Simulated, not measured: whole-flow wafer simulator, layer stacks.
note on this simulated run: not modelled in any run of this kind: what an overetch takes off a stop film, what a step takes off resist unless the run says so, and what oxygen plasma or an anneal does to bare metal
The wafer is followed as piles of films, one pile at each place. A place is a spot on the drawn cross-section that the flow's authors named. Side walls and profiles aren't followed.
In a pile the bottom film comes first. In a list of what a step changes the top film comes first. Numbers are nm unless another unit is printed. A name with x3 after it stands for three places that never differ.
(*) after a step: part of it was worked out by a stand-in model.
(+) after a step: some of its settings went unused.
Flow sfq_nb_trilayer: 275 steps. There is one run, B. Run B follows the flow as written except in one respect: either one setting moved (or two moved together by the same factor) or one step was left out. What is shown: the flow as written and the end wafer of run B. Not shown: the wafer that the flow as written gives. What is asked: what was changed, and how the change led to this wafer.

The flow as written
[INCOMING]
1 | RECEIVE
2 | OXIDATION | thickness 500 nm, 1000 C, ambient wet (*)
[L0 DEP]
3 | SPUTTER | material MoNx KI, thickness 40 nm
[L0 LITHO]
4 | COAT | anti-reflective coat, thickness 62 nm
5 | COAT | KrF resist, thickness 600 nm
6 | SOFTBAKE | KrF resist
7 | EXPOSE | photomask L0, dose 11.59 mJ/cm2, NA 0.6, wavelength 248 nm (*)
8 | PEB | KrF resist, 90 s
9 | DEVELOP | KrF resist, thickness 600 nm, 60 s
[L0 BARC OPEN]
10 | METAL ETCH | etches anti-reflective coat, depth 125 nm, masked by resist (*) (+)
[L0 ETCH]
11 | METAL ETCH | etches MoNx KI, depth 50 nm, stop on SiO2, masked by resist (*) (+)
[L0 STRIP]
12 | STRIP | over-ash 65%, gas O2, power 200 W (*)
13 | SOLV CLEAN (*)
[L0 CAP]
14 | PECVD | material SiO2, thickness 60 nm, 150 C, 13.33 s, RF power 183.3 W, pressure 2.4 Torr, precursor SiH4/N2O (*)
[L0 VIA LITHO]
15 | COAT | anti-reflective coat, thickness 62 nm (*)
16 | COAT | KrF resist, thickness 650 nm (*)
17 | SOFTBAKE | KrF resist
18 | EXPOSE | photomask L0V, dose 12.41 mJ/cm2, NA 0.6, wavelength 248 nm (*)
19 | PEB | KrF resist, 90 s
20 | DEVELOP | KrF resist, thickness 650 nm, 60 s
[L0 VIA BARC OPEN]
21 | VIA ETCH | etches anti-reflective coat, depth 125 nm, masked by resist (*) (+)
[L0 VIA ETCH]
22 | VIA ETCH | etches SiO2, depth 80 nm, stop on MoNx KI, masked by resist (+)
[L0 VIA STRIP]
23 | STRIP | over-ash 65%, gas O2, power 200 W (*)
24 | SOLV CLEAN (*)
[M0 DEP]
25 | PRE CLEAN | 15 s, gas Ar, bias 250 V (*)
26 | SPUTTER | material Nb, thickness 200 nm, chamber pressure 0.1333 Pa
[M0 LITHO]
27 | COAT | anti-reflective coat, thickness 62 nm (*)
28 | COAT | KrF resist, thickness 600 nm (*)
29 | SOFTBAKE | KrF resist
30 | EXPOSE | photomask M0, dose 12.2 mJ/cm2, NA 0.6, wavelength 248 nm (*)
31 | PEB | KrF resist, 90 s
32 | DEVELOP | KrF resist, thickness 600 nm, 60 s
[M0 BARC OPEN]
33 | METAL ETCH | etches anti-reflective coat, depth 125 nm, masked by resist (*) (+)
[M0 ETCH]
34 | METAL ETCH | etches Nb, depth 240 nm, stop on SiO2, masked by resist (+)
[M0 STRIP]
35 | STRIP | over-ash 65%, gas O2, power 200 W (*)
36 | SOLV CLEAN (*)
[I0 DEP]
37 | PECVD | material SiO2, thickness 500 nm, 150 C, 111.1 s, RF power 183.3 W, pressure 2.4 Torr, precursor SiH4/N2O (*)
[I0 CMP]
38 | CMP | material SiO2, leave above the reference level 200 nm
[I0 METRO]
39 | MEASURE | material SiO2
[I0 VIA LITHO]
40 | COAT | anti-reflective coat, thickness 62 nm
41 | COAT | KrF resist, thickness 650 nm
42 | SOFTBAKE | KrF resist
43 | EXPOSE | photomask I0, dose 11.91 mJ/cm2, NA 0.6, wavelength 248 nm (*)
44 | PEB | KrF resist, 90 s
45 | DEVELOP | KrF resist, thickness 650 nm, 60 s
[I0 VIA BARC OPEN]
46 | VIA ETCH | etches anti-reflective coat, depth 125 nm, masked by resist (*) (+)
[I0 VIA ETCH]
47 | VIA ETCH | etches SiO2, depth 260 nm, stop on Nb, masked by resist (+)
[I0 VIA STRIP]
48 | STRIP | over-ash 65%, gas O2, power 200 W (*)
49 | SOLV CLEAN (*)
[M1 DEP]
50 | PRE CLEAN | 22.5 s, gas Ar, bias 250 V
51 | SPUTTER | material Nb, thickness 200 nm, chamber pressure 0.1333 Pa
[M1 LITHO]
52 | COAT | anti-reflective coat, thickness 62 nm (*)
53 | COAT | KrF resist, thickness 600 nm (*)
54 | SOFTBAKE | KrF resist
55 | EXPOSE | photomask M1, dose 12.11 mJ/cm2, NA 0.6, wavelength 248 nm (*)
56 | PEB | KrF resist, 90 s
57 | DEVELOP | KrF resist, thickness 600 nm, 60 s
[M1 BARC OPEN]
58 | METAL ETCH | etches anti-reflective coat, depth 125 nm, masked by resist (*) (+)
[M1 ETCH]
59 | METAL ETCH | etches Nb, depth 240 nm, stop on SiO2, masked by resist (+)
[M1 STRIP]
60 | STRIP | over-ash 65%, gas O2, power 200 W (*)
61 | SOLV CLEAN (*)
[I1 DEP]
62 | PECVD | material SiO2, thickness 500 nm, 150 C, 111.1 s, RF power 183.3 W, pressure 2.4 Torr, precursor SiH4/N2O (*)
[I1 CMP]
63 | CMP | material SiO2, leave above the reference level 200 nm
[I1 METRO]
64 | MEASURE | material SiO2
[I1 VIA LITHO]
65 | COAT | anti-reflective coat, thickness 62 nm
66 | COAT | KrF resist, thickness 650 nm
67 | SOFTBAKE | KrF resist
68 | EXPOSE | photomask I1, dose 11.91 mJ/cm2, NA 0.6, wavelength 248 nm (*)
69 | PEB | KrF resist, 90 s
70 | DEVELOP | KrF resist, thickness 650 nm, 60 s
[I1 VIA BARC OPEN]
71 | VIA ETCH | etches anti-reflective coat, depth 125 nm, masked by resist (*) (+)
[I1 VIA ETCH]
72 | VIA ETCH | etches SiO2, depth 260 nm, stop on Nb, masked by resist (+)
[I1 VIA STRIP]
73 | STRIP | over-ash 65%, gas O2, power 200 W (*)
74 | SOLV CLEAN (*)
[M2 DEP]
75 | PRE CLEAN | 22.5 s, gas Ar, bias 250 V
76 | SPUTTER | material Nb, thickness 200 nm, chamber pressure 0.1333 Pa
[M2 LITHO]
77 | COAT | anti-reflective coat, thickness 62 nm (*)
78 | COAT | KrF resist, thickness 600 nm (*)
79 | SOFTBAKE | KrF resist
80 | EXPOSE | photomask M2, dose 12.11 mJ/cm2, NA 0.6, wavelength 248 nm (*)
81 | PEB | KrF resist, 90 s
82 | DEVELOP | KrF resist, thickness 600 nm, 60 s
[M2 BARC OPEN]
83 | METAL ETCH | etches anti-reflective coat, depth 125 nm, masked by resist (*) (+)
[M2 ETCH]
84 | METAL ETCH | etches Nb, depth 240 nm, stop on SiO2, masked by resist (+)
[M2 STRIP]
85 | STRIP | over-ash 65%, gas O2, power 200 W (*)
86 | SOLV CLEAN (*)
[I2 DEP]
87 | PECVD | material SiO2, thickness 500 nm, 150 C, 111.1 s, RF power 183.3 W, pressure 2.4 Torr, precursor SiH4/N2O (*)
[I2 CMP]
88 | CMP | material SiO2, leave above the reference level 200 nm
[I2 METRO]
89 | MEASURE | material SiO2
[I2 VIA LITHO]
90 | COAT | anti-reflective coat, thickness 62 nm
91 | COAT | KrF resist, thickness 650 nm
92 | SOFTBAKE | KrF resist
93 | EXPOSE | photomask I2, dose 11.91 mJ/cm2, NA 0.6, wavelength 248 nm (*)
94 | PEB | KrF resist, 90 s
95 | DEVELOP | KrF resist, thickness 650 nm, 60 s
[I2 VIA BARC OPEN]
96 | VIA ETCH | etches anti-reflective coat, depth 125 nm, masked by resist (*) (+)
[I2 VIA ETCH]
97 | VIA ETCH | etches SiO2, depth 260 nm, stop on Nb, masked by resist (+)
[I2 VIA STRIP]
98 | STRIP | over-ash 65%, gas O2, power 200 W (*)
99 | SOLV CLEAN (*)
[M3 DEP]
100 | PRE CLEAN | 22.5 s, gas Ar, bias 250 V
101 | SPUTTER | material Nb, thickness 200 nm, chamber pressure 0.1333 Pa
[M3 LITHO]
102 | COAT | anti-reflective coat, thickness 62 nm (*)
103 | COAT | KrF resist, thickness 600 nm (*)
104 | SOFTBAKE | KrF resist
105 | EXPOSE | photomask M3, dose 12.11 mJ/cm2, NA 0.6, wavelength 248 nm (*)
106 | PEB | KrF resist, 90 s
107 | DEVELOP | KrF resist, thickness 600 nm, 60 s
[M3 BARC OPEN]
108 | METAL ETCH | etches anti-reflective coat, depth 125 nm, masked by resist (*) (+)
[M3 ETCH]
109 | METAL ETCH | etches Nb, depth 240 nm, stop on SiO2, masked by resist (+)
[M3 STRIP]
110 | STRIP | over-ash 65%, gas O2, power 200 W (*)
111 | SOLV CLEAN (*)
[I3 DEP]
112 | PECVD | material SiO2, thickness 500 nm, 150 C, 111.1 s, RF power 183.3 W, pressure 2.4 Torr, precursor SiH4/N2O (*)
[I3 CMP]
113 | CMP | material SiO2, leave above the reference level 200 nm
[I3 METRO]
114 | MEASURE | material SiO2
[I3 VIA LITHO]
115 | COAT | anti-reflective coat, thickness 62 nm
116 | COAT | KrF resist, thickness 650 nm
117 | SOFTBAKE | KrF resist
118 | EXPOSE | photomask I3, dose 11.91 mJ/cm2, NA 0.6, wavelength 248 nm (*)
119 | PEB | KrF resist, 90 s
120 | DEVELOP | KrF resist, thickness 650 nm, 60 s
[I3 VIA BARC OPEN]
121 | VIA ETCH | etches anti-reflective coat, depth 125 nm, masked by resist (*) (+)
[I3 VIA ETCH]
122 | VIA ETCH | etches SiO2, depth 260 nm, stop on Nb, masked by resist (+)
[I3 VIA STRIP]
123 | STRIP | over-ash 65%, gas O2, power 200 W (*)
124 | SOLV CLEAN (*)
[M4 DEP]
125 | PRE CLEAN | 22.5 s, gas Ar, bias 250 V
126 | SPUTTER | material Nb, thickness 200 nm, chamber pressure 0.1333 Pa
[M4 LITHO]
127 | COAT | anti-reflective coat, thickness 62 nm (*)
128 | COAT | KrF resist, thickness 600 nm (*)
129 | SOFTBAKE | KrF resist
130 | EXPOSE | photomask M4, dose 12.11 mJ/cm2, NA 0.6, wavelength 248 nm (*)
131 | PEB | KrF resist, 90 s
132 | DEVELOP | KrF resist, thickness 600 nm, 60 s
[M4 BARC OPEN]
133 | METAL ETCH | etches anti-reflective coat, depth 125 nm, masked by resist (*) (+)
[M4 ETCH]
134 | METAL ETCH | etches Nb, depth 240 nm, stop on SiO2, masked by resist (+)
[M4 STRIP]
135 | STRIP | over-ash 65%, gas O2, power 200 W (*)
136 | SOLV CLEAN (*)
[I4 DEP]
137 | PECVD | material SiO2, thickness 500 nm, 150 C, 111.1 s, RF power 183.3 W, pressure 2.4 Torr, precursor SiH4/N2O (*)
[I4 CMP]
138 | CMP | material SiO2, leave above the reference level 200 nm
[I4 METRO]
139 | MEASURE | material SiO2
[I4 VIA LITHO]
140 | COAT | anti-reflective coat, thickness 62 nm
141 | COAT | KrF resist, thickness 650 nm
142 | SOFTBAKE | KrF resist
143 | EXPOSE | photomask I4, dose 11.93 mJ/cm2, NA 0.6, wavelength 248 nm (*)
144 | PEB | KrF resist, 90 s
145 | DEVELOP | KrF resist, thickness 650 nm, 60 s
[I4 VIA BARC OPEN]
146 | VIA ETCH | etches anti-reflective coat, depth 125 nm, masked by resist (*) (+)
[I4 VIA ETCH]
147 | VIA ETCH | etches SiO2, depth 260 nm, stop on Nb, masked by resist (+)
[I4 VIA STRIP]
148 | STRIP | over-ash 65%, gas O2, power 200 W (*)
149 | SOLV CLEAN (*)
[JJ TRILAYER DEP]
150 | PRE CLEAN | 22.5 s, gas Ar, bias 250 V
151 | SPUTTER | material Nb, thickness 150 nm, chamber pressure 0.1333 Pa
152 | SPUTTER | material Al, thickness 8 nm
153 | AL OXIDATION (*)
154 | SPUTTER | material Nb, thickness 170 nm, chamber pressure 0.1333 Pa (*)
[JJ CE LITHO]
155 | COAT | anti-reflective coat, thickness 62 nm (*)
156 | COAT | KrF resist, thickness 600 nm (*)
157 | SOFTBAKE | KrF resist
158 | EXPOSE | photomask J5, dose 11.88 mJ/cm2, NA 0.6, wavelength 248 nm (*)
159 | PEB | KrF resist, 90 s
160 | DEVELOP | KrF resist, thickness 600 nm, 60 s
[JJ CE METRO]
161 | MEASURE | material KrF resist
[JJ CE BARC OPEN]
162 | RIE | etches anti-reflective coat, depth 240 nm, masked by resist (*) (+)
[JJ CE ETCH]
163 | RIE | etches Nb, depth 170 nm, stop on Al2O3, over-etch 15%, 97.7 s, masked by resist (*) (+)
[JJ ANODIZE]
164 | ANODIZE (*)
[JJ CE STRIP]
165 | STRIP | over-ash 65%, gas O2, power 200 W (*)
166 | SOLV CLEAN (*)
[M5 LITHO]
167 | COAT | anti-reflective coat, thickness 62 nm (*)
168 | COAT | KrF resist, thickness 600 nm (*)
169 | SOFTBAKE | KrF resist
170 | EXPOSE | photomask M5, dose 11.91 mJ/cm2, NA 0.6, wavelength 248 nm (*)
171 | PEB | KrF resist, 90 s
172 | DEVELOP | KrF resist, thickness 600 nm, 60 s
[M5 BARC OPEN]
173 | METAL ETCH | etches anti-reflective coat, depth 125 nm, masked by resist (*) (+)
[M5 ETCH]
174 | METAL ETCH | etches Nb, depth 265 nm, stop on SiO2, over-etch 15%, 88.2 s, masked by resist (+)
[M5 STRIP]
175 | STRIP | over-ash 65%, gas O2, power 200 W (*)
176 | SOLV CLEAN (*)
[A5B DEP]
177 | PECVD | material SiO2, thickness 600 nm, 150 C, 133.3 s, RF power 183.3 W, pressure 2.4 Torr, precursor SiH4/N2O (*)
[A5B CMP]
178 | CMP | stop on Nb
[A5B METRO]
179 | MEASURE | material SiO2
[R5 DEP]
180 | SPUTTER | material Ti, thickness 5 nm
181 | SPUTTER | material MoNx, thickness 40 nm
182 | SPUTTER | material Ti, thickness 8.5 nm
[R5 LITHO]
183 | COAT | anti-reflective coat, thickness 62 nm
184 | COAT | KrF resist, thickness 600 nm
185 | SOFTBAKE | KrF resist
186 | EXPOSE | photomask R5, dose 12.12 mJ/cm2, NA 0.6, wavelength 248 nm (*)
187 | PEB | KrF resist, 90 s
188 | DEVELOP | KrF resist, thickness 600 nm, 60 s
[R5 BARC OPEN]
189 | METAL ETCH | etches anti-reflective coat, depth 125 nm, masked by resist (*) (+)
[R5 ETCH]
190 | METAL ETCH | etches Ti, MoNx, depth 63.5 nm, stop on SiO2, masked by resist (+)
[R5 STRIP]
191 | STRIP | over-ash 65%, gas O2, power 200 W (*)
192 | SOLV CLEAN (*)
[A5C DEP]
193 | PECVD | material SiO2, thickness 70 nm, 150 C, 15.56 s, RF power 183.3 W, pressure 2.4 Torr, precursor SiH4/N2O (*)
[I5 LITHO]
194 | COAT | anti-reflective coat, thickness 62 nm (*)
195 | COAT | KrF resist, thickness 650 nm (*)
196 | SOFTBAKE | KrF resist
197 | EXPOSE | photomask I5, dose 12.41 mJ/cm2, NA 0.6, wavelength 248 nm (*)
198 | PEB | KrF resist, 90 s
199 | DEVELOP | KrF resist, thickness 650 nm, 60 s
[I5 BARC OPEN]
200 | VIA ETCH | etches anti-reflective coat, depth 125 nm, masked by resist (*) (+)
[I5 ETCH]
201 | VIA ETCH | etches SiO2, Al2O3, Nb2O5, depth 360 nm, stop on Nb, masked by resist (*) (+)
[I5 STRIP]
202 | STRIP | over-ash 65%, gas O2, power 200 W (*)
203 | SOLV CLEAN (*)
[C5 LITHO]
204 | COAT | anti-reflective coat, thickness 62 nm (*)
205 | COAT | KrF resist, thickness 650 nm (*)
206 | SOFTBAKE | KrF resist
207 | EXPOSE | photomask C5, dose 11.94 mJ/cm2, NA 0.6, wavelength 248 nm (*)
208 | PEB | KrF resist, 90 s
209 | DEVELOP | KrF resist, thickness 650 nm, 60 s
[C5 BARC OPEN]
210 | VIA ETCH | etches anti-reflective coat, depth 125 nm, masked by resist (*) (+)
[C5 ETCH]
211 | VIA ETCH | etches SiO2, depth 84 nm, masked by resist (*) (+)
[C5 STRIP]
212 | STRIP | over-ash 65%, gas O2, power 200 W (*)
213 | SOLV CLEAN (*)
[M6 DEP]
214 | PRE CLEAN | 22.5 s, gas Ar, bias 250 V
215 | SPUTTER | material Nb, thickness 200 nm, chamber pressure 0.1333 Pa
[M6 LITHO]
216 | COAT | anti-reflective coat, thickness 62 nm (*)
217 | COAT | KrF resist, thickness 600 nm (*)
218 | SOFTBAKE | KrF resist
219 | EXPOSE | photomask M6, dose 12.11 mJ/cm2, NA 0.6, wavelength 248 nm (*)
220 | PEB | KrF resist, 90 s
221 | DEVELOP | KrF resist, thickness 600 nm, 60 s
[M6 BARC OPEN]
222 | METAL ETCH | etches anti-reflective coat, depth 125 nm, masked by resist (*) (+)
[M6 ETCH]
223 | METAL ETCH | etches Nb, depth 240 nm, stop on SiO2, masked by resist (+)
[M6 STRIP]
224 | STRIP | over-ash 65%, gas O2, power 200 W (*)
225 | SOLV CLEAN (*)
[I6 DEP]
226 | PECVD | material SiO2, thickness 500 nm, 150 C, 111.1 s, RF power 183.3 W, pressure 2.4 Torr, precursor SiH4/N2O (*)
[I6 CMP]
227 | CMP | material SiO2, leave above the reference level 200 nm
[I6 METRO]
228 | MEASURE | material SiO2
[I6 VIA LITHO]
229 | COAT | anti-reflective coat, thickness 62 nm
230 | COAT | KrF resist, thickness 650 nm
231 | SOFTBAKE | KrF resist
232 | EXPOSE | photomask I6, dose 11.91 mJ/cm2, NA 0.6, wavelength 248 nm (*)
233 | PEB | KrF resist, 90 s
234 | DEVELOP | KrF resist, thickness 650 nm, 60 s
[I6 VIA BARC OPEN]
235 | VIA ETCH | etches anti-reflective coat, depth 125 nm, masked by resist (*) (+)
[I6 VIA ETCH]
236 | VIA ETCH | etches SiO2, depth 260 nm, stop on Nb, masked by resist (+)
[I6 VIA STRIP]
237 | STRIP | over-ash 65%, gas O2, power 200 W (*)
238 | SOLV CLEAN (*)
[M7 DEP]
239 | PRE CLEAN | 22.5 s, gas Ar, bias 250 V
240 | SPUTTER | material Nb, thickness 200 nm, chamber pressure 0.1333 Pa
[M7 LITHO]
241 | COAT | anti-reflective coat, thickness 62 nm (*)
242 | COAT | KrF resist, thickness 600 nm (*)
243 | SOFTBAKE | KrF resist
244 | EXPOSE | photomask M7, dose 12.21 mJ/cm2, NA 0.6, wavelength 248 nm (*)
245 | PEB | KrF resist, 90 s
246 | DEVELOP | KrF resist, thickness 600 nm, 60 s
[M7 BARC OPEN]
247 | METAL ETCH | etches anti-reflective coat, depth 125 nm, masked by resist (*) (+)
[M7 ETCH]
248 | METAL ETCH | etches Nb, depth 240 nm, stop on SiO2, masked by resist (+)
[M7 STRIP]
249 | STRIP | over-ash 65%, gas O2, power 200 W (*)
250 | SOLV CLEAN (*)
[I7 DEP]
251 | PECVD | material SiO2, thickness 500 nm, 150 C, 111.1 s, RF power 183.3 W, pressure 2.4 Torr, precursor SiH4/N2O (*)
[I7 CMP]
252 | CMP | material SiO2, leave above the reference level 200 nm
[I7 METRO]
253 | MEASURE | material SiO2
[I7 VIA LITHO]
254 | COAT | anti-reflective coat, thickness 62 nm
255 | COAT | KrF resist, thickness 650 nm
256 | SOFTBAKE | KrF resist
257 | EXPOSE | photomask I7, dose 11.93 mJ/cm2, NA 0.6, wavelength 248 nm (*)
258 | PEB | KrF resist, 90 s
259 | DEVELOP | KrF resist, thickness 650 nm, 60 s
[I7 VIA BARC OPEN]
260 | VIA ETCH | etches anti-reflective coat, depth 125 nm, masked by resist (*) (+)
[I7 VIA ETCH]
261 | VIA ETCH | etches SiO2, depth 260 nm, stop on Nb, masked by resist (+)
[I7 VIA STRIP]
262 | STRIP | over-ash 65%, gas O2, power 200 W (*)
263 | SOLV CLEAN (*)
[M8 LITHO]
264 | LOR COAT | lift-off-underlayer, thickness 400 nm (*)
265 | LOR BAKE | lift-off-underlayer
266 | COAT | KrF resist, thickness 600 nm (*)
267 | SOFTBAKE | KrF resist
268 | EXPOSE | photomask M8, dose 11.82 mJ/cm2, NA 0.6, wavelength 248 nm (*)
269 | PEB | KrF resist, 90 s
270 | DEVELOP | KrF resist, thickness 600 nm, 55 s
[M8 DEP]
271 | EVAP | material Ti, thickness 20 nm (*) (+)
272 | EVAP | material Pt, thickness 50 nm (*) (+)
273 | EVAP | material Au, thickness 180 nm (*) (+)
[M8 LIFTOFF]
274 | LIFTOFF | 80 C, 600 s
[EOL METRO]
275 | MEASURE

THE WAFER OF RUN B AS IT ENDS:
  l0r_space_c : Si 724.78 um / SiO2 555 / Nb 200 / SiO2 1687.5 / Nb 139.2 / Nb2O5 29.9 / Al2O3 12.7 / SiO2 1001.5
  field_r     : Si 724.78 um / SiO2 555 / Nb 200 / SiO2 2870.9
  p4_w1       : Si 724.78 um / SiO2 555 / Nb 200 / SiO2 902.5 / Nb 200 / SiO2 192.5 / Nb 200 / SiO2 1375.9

Cause: step 38, CMP: leave above the reference level 125 nm was run, whereas the flow has leave above the reference level 200 nm.

How this came from the change, step by step:
  38 | CMP | material SiO2, leave above the reference level 200 nm
      v_sur, via_wl, via_w and 94 more: SiO2 loses 375 (as written it would have been: SiO2 loses 300)
      field_l, l0_sur, l0r_line_l, l0r_line_c, l0r_line_r: SiO2 loses 415 (as written it would have been: SiO2 loses 340)
      (and at 4 other places as well)
  47 | VIA ETCH | etches SiO2, depth 260 nm, stop on Nb, masked by resist (+)
      field_l, v_sur, via_wl and 102 more: KrF resist loses 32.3 (as written it would have been: KrF resist loses 44.8)
      via_w: SiO2 loses 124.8 (all of it) (as written it would have been: SiO2 loses 199.8 (all of it))
  48 | STRIP | over-ash 65%, gas O2, power 200 W (*)
      field_l, v_sur, via_wl and 102 more: KrF resist loses 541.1 (all of it), anti-reflective coat loses 62 (all of it) (as written it would have been: KrF resist loses 528.6 (all of it), anti-reflective coat loses 62 (all of it))
  51 | SPUTTER | material Nb, thickness 200 nm, chamber pressure 0.1333 Pa
      via_w: Nb gains 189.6 (as written it would have been: Nb gains 174.5)
  52 | COAT | anti-reflective coat, thickness 62 nm (*)
      via_wl: anti-reflective coat gains 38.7 (new film) (as written it would have been: anti-reflective coat gains 33.8 (new film))
      via_w: anti-reflective coat gains 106 (new film) (as written it would have been: anti-reflective coat gains 123.1 (new film))
      (and at 1 other place as well)
  53 | COAT | KrF resist, thickness 600 nm (*)
      via_w: KrF resist gains 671 (new film) (as written it would have been: KrF resist gains 731.8 (new film))
  60 | STRIP | over-ash 65%, gas O2, power 200 W (*)
      via_wl: KrF resist loses 390.1 (all of it), anti-reflective coat loses 38.7 (all of it) (as written it would have been: KrF resist loses 385.5 (all of it), anti-reflective coat loses 33.8 (all of it))
      via_w: KrF resist loses 453.2 (all of it), anti-reflective coat loses 106 (all of it) (as written it would have been: KrF resist loses 513.8 (all of it), anti-reflective coat loses 123.1 (all of it))
      (and at 1 other place as well)
  62 | PECVD | material SiO2, thickness 500 nm, 150 C, 111.1 s, RF power 183.3 W, pressure 2.4 Torr, precursor SiH4/N2O (*)
      via_w: SiO2 gains 500 (new film) (as written it would have been: SiO2 gains 606 (new film))
  63 | CMP | material SiO2, leave above the reference level 200 nm
      via_w: SiO2 loses 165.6 (as written it would have been: SiO2 loses 181.6)
